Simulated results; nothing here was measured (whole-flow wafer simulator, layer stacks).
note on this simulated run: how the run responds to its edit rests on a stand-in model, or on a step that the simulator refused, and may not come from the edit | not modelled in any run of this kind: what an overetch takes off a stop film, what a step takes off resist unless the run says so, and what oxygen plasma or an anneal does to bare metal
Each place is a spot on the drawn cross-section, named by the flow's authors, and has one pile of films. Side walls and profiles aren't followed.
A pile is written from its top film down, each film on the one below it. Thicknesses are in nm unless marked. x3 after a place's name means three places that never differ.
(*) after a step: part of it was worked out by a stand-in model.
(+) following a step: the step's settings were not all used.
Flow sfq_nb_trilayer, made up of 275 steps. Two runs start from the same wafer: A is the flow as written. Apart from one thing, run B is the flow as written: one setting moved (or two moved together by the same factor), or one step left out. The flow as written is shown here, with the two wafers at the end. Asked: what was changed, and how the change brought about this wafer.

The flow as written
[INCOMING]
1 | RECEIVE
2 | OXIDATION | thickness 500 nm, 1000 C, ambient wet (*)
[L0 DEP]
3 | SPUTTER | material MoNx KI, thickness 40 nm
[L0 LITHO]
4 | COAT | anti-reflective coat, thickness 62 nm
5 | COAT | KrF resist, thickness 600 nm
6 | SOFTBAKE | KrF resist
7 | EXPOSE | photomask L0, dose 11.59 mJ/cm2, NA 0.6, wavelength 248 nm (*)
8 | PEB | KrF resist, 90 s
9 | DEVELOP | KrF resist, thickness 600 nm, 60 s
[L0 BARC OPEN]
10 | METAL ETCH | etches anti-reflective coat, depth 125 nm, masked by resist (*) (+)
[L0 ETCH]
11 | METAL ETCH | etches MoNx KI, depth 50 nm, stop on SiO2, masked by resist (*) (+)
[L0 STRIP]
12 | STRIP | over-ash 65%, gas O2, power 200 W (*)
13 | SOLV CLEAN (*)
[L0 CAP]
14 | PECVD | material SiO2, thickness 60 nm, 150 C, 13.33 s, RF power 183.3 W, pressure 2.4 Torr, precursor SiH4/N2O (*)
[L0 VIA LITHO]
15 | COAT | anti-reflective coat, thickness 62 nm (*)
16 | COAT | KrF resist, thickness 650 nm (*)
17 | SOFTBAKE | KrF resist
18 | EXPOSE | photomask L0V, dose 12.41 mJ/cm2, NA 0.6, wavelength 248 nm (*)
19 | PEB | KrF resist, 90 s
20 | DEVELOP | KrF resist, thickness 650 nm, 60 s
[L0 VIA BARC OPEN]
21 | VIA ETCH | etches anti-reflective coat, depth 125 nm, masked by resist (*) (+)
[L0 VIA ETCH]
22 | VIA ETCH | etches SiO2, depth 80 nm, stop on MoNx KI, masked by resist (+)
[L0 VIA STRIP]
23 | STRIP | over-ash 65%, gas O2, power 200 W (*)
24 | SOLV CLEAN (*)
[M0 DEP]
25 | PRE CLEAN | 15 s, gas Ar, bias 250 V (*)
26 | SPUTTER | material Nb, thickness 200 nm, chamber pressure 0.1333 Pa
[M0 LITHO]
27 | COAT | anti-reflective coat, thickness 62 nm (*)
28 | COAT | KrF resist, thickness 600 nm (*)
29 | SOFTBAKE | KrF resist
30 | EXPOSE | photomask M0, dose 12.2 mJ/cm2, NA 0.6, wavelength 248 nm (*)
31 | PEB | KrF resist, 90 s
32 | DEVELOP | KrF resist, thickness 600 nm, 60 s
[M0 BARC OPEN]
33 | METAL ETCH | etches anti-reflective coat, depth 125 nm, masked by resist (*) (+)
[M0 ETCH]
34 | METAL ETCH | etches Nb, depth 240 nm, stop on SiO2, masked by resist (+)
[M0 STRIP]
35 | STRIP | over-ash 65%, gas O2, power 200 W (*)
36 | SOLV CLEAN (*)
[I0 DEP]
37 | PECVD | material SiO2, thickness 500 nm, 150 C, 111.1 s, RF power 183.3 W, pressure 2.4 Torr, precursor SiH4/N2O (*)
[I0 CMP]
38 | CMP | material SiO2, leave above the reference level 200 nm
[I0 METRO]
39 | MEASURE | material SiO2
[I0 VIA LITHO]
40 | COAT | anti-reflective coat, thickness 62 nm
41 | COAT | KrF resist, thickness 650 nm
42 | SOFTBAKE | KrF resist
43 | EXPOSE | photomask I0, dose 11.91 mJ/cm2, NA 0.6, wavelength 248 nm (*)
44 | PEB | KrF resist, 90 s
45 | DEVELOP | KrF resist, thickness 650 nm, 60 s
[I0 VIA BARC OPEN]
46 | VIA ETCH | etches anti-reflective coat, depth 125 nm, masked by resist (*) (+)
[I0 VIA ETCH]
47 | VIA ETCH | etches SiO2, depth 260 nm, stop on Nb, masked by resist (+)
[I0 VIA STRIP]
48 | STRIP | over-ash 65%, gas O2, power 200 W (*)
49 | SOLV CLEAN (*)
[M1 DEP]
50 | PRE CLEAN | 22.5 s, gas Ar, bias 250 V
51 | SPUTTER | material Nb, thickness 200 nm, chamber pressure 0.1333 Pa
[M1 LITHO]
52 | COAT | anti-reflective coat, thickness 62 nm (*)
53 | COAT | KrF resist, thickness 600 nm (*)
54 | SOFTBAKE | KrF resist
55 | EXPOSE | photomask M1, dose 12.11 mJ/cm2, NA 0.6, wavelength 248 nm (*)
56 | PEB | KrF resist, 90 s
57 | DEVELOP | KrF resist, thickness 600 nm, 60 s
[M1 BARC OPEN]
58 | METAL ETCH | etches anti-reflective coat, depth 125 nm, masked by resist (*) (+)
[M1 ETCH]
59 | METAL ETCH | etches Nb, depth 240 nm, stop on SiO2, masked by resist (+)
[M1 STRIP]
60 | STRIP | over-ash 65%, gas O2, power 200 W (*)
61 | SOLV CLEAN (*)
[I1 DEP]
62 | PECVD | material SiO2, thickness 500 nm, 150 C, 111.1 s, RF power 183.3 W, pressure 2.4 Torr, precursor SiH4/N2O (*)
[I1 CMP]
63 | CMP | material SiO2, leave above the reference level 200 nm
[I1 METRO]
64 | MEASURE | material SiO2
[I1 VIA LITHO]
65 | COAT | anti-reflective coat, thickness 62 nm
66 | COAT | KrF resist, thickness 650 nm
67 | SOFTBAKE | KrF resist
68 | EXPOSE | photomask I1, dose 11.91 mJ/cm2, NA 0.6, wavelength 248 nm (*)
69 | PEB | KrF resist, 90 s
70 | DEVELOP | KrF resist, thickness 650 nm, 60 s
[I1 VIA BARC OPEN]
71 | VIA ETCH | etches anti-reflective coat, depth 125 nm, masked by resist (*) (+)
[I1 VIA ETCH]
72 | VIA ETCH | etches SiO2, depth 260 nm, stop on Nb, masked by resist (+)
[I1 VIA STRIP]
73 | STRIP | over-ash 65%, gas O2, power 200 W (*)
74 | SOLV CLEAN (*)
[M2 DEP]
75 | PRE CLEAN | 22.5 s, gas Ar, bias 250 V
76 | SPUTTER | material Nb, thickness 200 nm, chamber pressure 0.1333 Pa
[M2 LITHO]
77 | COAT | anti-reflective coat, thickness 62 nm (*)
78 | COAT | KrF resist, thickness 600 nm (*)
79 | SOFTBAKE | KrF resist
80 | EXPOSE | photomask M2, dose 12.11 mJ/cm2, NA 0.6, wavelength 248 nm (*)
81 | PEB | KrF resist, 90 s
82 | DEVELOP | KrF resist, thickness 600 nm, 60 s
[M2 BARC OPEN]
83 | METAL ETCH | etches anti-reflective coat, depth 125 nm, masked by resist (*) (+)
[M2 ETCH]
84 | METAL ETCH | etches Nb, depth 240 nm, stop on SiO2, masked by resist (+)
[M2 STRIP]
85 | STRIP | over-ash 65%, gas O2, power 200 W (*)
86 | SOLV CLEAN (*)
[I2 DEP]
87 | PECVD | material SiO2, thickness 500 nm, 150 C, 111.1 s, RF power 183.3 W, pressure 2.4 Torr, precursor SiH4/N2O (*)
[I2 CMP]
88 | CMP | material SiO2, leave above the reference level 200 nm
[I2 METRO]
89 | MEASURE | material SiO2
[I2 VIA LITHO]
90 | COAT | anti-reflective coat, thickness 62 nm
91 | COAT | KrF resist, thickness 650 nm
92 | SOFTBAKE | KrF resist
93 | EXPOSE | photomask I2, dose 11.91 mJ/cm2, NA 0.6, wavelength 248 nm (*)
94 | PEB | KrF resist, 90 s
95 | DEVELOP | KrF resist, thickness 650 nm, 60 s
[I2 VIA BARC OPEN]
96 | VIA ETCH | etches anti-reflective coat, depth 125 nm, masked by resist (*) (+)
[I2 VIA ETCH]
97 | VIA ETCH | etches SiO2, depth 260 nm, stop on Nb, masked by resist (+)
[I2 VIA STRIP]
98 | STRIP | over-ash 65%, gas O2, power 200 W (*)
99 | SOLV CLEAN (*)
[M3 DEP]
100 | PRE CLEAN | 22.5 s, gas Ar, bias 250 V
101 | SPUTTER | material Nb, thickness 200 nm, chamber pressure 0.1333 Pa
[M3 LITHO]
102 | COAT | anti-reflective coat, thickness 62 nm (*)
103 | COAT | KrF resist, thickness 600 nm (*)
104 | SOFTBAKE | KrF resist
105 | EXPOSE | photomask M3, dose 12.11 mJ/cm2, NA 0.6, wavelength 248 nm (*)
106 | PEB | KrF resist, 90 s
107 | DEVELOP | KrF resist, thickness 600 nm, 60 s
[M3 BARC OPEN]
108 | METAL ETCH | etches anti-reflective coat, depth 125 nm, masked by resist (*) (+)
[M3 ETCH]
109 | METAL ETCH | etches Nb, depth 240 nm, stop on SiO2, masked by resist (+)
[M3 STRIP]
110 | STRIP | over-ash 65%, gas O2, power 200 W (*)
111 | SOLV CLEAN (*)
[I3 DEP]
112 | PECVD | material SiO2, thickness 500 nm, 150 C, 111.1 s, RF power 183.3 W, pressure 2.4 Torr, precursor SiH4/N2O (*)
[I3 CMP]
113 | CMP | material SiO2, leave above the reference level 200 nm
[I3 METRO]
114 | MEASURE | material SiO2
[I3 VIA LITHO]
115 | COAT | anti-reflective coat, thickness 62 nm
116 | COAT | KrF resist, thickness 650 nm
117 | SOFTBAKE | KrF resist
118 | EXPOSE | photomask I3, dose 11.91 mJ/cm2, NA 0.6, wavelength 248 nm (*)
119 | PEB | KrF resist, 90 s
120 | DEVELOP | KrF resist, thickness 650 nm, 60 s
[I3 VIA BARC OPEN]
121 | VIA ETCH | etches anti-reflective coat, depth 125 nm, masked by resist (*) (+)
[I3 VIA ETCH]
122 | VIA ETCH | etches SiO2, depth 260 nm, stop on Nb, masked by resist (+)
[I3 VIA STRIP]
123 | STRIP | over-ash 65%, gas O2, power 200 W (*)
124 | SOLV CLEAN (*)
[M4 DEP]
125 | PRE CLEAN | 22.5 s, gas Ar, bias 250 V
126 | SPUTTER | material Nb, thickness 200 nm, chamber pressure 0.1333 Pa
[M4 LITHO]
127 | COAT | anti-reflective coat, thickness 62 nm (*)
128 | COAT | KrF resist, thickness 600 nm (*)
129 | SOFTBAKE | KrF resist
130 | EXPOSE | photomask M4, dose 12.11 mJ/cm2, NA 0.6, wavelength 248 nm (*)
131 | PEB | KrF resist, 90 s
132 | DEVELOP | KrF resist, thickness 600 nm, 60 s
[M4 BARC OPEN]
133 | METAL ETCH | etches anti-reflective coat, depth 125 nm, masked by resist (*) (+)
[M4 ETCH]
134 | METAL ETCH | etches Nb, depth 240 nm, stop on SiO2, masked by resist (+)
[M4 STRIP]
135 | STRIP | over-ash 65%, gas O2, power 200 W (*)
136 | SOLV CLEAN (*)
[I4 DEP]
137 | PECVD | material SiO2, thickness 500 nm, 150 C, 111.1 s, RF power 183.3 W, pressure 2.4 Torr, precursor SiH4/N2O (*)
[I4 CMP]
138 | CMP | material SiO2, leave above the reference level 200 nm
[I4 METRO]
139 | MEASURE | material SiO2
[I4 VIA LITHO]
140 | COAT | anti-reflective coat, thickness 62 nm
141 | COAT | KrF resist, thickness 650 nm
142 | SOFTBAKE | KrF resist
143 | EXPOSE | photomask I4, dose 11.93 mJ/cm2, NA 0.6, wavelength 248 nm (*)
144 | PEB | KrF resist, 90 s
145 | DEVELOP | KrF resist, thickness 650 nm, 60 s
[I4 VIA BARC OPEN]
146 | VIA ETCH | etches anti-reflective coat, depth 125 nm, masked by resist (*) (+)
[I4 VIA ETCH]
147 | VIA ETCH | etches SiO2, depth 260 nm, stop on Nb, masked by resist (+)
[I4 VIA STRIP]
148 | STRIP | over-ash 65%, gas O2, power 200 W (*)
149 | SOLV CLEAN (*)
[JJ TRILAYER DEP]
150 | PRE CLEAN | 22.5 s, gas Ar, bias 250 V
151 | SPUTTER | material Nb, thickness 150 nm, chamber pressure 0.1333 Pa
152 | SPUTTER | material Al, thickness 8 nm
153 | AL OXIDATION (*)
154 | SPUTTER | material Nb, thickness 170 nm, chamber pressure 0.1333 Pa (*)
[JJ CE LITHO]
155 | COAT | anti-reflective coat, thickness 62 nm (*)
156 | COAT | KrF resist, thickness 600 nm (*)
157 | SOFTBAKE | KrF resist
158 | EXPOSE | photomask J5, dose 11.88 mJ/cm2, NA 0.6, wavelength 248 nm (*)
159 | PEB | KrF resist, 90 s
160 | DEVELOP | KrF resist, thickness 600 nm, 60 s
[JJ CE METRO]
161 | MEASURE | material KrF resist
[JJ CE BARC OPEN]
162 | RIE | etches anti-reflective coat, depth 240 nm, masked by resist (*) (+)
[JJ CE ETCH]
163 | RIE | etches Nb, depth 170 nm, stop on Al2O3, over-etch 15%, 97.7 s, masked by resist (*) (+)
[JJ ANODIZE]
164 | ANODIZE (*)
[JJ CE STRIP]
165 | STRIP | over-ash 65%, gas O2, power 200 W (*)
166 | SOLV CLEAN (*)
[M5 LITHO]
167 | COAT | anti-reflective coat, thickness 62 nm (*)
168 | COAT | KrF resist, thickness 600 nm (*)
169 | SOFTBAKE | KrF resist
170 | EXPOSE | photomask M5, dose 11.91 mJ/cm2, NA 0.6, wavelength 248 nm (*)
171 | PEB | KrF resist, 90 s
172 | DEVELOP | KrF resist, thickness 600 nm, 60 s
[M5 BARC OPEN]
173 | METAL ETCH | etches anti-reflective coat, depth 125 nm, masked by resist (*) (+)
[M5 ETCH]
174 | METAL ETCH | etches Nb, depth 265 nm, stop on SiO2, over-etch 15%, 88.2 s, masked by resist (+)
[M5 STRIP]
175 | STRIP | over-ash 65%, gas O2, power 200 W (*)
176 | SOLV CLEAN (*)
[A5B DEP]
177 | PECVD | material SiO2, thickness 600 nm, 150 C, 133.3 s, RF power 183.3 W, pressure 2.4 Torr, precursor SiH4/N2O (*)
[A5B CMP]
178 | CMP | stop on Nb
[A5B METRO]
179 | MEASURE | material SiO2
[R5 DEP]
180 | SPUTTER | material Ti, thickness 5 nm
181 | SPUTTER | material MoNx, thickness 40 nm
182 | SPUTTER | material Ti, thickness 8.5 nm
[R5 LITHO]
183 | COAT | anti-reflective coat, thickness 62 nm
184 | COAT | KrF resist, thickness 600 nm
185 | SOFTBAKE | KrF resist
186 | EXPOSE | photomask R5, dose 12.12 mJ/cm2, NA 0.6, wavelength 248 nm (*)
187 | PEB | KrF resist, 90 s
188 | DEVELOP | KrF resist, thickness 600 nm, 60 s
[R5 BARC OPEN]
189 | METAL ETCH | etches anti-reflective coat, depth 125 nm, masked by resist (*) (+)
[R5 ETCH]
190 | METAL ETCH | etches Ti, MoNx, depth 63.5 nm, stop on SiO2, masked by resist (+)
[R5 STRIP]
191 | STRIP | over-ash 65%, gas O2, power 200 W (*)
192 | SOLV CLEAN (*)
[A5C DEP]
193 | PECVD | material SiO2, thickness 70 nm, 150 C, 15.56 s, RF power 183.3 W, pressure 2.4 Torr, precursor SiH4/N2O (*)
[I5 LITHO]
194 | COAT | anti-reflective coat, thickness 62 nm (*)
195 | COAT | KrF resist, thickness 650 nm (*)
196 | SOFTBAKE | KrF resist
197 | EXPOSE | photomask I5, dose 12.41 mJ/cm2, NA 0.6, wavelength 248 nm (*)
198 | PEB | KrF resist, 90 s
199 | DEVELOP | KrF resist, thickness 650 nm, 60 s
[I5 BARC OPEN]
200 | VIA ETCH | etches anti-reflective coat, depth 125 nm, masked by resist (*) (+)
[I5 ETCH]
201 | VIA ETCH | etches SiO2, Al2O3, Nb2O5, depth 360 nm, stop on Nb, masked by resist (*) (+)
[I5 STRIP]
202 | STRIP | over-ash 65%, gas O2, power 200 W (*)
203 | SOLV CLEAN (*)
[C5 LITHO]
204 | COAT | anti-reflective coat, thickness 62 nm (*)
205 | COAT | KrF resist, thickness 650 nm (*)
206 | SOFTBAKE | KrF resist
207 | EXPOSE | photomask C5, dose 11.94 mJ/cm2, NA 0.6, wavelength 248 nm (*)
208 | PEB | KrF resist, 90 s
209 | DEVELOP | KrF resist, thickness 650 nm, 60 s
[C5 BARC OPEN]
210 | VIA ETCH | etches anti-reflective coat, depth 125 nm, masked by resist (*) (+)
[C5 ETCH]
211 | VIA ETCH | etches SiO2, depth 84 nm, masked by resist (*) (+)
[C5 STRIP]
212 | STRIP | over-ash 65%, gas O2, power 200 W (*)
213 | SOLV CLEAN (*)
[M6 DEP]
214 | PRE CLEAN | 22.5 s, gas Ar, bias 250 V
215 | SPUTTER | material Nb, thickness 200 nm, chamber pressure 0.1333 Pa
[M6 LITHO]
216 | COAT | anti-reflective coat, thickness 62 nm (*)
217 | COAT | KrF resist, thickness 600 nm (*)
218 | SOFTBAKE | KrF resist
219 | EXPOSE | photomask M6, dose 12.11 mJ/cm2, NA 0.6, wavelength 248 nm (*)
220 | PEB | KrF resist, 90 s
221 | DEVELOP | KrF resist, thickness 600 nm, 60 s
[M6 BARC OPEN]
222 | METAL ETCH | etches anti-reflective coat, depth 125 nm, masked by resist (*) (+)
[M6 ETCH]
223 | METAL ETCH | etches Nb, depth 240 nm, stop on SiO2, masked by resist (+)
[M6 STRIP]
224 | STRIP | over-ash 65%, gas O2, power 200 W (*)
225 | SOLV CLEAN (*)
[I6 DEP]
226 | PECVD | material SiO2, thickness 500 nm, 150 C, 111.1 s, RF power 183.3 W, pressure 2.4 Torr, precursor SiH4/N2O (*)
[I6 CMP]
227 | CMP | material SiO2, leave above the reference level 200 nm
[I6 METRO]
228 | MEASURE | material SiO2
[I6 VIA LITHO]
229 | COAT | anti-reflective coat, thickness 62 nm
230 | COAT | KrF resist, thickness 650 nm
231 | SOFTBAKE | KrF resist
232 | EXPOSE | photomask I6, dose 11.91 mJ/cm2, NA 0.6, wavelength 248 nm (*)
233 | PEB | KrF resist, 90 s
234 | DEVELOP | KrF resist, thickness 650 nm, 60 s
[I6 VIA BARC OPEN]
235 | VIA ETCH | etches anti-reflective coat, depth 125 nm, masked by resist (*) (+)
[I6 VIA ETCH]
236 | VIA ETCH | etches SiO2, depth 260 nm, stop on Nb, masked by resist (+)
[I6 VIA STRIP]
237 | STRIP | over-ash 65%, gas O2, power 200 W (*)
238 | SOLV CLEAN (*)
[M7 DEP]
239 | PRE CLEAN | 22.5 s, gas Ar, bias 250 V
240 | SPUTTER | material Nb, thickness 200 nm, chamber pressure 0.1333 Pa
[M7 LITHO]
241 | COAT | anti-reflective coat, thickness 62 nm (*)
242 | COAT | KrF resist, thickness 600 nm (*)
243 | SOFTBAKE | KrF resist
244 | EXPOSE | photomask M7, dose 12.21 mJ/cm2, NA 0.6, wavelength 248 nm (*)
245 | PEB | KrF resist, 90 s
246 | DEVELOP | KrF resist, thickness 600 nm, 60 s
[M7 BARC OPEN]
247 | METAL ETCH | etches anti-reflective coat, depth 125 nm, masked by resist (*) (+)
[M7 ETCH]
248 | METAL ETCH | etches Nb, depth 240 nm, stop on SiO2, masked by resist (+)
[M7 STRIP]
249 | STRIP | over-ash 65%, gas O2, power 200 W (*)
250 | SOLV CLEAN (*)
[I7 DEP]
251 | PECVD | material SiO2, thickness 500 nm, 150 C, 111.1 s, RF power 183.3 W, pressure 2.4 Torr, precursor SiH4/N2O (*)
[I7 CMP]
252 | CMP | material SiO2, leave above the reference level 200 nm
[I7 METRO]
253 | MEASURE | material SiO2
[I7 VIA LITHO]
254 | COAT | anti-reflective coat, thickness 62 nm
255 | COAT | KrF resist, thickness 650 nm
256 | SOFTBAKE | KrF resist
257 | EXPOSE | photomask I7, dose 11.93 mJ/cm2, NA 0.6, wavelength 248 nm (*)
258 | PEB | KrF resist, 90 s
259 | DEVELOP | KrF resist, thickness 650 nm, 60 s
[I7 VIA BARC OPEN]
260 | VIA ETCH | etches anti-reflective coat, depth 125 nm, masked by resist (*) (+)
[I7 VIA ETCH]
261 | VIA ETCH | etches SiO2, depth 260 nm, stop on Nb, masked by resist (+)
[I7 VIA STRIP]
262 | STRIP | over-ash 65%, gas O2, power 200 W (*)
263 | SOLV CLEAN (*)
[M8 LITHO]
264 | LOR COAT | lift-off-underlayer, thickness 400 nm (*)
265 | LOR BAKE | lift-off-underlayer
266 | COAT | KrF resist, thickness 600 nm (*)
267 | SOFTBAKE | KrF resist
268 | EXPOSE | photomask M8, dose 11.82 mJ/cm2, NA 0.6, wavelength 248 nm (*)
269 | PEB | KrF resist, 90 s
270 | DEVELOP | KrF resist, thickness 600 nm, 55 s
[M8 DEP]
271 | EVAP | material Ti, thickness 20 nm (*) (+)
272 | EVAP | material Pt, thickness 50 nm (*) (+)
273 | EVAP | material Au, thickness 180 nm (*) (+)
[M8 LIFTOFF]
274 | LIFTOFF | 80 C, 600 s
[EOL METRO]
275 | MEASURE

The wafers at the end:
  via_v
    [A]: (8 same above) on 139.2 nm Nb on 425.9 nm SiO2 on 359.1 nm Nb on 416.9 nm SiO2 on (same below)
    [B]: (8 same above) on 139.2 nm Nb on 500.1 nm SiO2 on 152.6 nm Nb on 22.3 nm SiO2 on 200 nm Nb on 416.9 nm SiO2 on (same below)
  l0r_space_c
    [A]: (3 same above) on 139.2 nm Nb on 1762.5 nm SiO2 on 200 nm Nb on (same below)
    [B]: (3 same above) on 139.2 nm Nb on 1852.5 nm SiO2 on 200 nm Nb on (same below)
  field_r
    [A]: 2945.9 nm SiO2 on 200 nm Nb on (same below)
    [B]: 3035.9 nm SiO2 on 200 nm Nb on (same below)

What caused this: step 113, CMP: leave above the reference level 290 nm was run, while the flow as written has leave above the reference level 200 nm.

Step by step, how the change led to this:
  113 | CMP | material SiO2, leave above the reference level 200 nm
      field_l, be, be_sur and 64 more: A -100 SiO2 | B -10 SiO2
      v_sur, via_wl, via_wr and 27 more: A -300 SiO2 | B -210 SiO2
      (as well as at 9 more places)
  122 | VIA ETCH | etches SiO2, depth 260 nm, stop on Nb, masked by resist (+)
      via_v: A -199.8 SiO2 (all of it) | B -260 SiO2
  125 | PRE CLEAN | 22.5 s, gas Ar, bias 250 V
      via_v: A -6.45 Nb | B -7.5 SiO2
  126 | SPUTTER | material Nb, thickness 200 nm, chamber pressure 0.1333 Pa
      via_v: A +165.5 Nb | B +152.6 Nb (new film)
  127 | COAT | anti-reflective coat, thickness 62 nm (*)
      via_sp: A +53 anti-reflective coat (new film) | B +50.1 anti-reflective coat (new film)
      via_v: A +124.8 anti-reflective coat (new film) | B +128.6 anti-reflective coat (new film)
      (as well as at 1 more place)
  128 | COAT | KrF resist, thickness 600 nm (*)
      via_v: A +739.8 KrF resist (new film) | B +797.5 KrF resist (new film)
  135 | STRIP | over-ash 65%, gas O2, power 200 W (*)
      via_sp: A -373.9 KrF resist (all of it), -53 anti-reflective coat (all of it) | B -369.8 KrF resist (all of it), -50.1 anti-reflective coat (all of it)
      via_v: A -521.8 KrF resist (all of it), -124.8 anti-reflective coat (all of it) | B -579.3 KrF resist (all of it), -128.6 anti-reflective coat (all of it)
      (as well as at 1 more place)
  137 | PECVD | material SiO2, thickness 500 nm, 150 C, 111.1 s, RF power 183.3 W, pressure 2.4 Torr, precursor SiH4/N2O (*)
      via_v: A +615 SiO2 (new film) | B +664.6 SiO2 (new film)
  138 | CMP | material SiO2, leave above the reference level 200 nm
      via_v: A -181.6 SiO2 | B -157.1 SiO2
If metal films that touch count as one body, via_v has 7 bodies (between them, from the top down: SiO2 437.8; SiO2 209 / Al2O3 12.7 / Nb2O5 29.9; SiO2 500.1; SiO2 22.3; SiO2 416.9; SiO2 192.5); the flow as written gives 6 bodies (between them, from the top down: SiO2 437.8; SiO2 209 / Al2O3 12.7 / Nb2O5 29.9; SiO2 425.9; SiO2 416.9; SiO2 192.5).
